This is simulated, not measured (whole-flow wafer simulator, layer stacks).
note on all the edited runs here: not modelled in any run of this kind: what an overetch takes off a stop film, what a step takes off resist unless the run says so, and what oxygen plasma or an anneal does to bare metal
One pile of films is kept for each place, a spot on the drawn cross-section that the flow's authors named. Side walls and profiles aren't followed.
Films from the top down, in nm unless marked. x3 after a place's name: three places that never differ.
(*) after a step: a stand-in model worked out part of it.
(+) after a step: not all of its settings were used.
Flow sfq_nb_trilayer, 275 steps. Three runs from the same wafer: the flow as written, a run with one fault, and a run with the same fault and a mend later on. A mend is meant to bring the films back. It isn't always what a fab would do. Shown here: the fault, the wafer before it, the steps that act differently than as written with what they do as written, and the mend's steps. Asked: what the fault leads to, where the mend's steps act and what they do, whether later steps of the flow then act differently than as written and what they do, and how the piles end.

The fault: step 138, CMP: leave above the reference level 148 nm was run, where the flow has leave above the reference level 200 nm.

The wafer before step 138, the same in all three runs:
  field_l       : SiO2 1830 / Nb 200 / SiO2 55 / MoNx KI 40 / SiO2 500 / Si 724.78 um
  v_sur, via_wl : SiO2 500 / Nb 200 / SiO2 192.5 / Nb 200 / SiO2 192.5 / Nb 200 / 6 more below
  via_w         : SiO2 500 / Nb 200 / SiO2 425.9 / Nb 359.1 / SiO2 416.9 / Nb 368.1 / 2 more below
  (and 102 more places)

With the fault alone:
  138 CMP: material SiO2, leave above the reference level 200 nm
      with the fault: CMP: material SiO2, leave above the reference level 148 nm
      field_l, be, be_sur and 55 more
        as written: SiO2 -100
        with the fault: SiO2 -152
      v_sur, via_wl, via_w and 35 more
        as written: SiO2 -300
        with the fault: SiO2 -352
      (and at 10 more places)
  Later steps of the flow that act differently than as written (6 more steps differ only slightly, by at most 2% or 0.5 nm, whichever is larger, and aren't shown):
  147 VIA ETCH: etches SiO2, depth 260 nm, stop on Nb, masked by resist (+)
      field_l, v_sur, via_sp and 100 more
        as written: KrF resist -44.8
        with the fault: KrF resist -38.2
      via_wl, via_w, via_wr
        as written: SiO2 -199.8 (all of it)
        with the fault: SiO2 -147.8 (all of it)
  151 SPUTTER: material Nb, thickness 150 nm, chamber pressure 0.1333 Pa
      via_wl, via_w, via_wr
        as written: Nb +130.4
        with the fault: Nb +136.5
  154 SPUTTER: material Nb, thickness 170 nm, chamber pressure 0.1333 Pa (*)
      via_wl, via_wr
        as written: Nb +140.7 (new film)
        with the fault: Nb +149.7 (new film)
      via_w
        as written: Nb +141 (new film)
        with the fault: Nb +150.1 (new film)
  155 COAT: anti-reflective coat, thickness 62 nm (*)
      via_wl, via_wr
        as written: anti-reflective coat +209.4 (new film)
        with the fault: anti-reflective coat +161.5 (new film)
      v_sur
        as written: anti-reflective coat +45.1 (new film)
        with the fault: anti-reflective coat +47.4 (new film)
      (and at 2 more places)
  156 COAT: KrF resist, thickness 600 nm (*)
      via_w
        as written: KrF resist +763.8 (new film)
        with the fault: KrF resist +714.5 (new film)
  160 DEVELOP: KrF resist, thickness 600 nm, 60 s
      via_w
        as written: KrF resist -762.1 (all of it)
        with the fault: KrF resist -713 (all of it)
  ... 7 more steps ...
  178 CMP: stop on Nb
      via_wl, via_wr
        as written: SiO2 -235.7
        with the fault: SiO2 -293.7
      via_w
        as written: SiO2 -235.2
        with the fault: SiO2 -293.2
  At the end the piles differ from the flow's by more than 2% or 0.5 nm, whichever is larger, at v_sur, via_wl, via_w and 86 more.
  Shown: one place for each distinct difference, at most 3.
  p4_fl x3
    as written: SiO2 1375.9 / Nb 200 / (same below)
    with the fault: SiO2 1323.9 / Nb 200 / (same below)
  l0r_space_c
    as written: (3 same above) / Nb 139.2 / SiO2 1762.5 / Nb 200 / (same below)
    with the fault: (3 same above) / Nb 139.2 / SiO2 1710.5 / Nb 200 / (same below)
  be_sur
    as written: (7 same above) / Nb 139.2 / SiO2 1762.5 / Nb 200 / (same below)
    with the fault: (7 same above) / Nb 139.2 / SiO2 1710.5 / Nb 200 / (same below)

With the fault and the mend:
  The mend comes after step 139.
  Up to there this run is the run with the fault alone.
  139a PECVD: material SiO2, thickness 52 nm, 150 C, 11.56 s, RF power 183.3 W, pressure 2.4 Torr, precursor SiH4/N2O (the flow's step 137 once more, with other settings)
      field_l, v_sur, via_wl and 103 more
        SiO2 +52
  No later step of the flow acts differently than as written, at any place that is followed, by more than 2% or 0.5 nm, whichever is larger.
  At the end the piles differ from the flow's only slightly at the places that both follow, by at most 2% or 0.5 nm, whichever is larger.
